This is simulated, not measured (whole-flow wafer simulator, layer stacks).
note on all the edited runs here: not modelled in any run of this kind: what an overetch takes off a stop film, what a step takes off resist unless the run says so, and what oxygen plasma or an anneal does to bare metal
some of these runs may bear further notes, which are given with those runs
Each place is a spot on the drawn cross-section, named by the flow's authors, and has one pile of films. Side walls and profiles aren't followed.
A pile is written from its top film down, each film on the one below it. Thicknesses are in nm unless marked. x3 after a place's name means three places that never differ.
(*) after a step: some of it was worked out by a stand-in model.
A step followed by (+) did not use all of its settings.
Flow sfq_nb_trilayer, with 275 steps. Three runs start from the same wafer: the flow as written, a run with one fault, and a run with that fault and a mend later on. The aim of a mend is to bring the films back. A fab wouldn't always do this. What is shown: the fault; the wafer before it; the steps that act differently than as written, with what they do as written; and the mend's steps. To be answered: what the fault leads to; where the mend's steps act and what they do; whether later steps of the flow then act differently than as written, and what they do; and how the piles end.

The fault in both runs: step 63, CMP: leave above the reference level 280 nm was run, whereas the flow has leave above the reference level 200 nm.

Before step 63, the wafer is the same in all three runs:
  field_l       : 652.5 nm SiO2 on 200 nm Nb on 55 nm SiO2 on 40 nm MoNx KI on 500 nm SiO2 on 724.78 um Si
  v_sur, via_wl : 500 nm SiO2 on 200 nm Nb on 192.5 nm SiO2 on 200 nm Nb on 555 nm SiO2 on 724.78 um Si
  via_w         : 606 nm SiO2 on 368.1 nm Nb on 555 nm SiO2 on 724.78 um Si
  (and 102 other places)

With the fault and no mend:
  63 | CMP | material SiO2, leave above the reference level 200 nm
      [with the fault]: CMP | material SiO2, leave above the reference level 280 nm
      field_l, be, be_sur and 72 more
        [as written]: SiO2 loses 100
        [with the fault]: SiO2 loses 20
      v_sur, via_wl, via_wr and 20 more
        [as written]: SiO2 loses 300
        [with the fault]: SiO2 loses 220
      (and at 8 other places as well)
  Steps later in the flow that act otherwise than as written (4 other steps are not shown; they differ only slightly, by no more than 2% or 0.5 nm, whichever is larger):
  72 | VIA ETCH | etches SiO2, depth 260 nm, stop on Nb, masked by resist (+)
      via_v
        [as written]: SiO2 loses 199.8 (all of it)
        [with the fault]: SiO2 loses 260
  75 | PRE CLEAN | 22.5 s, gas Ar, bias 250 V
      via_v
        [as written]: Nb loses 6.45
        [with the fault]: SiO2 loses 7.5
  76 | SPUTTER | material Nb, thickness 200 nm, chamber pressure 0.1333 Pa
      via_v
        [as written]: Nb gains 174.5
        [with the fault]: Nb gains 163.1 (new film)
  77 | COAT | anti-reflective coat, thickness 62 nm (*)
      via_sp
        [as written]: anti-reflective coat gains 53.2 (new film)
        [with the fault]: anti-reflective coat gains 51.9 (new film)
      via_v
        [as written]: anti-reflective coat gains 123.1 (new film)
        [with the fault]: anti-reflective coat gains 136.1 (new film)
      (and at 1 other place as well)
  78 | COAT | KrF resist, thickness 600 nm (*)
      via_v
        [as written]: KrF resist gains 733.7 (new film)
        [with the fault]: KrF resist gains 783.4 (new film)
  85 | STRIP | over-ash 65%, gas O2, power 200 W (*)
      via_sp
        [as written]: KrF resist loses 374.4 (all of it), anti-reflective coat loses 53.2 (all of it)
        [with the fault]: KrF resist loses 370.4 (all of it), anti-reflective coat loses 51.9 (all of it)
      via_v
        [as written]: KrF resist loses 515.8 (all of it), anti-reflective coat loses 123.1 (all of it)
        [with the fault]: KrF resist loses 565.3 (all of it), anti-reflective coat loses 136.1 (all of it)
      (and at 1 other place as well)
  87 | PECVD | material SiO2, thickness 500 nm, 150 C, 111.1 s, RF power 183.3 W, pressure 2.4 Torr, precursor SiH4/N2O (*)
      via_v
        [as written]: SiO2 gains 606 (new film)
        [with the fault]: SiO2 gains 678.7 (new film)
  By the end, the piles at field_l, v_sur, via_wl and 103 more depart from the flow's by more than 2% or 0.5 nm, whichever is larger.
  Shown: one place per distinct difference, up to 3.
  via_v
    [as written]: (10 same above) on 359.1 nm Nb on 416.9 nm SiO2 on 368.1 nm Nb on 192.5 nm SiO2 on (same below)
    [with the fault]: (10 same above) on 359.1 nm Nb on 489.6 nm SiO2 on 163.1 nm Nb on 12.3 nm SiO2 on 200 nm Nb on 192.5 nm SiO2 on (same below)
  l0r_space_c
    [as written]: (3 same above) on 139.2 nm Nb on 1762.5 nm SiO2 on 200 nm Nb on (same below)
    [with the fault]: (3 same above) on 139.2 nm Nb on 1842.5 nm SiO2 on 200 nm Nb on (same below)
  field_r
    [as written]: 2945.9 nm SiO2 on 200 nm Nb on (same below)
    [with the fault]: 3025.9 nm SiO2 on 200 nm Nb on (same below)

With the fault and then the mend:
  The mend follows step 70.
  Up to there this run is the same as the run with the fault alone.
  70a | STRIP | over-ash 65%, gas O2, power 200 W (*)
      field_l, v_sur, via_wl and 102 more
        KrF resist loses 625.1 (all of it), anti-reflective coat loses 62 (all of it)
      via_v
        anti-reflective coat loses 62 (all of it)
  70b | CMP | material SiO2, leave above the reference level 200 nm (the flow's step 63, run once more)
      field_l, v_sur, via_wl and 103 more
        SiO2 loses 80
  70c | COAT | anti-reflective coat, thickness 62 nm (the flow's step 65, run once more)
      field_l, v_sur, via_wl and 103 more
        anti-reflective coat gains 62 (new film)
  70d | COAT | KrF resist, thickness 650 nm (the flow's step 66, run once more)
      field_l, v_sur, via_wl and 103 more
        KrF resist gains 650 (new film)
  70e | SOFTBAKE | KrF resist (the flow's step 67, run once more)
      does not change any film at any place that is followed
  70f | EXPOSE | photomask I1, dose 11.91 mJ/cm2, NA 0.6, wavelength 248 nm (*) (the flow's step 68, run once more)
      does not change any film at any place that is followed
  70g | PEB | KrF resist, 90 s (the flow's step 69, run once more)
      field_l, v_sur, via_wl and 103 more
        KrF resist loses 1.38
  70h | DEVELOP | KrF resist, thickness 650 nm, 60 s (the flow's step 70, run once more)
      field_l, v_sur, via_wl and 102 more
        KrF resist loses 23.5
      via_v
        KrF resist loses 648.6 (all of it)
  Every later step of the flow that is run acts as written at every place that is followed.
  The piles end the same as the flow's at every place that both follow.
